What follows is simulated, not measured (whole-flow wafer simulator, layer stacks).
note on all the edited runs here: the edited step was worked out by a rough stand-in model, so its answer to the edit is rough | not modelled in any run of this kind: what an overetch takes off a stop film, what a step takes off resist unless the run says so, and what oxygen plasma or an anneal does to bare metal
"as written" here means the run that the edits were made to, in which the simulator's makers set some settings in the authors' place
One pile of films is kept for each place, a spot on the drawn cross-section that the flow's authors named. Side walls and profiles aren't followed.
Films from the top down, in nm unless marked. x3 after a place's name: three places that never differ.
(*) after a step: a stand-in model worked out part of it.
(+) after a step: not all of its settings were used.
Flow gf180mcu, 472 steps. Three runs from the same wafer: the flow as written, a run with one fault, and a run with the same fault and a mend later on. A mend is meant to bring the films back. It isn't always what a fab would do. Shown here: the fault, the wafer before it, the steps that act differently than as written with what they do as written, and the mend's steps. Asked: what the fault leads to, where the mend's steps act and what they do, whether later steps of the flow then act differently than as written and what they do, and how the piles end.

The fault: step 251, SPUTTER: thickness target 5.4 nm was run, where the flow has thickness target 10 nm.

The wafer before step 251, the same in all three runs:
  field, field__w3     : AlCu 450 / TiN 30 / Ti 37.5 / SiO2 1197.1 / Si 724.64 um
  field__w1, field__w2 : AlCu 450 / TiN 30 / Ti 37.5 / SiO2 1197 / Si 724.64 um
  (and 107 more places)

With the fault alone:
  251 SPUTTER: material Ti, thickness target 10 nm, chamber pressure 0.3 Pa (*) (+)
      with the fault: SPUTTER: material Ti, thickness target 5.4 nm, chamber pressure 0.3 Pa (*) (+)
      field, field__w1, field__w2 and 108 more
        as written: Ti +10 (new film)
        with the fault: Ti +5.4 (new film)
  Later steps of the flow that act differently than as written (5 more steps differ only slightly, by at most 2% or 0.5 nm, whichever is larger, and aren't shown):
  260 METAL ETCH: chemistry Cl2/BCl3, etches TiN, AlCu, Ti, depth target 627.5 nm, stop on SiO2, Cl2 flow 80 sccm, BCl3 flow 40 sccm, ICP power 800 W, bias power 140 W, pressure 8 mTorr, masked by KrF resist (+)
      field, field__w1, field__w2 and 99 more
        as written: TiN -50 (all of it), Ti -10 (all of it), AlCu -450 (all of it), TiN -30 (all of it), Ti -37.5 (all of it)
        with the fault: TiN -50 (all of it), Ti -5.4 (all of it), AlCu -450 (all of it), TiN -30 (all of it), Ti -37.5 (all of it)
  At the end the piles differ from the flow's by more than 2% or 0.5 nm, whichever is larger, at field__w8, contact, m1 and 6 more.
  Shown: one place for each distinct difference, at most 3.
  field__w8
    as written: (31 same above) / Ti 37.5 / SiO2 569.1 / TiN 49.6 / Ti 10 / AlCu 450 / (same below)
    with the fault: (31 same above) / Ti 37.5 / SiO2 573.7 / TiN 49.6 / Ti 5.4 / AlCu 450 / (same below)
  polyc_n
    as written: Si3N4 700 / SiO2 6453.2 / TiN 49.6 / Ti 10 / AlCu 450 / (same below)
    with the fault: Si3N4 700 / SiO2 6457.8 / TiN 49.6 / Ti 5.4 / AlCu 450 / (same below)
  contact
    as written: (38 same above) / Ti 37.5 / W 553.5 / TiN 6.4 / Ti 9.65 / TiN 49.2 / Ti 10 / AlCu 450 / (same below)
    with the fault: (38 same above) / Ti 37.5 / W 558.1 / TiN 6.39 / Ti 9.63 / TiN 49.2 / Ti 5.4 / AlCu 450 / (same below)

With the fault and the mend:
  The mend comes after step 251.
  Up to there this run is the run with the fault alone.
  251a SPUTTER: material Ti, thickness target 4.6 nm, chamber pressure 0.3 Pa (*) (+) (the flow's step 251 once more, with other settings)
      field, field__w1, field__w2 and 108 more
        Ti +4.6
  No later step of the flow acts differently than as written at any place that is followed.
  At the end the piles are the same as the flow's at every place that both follow.
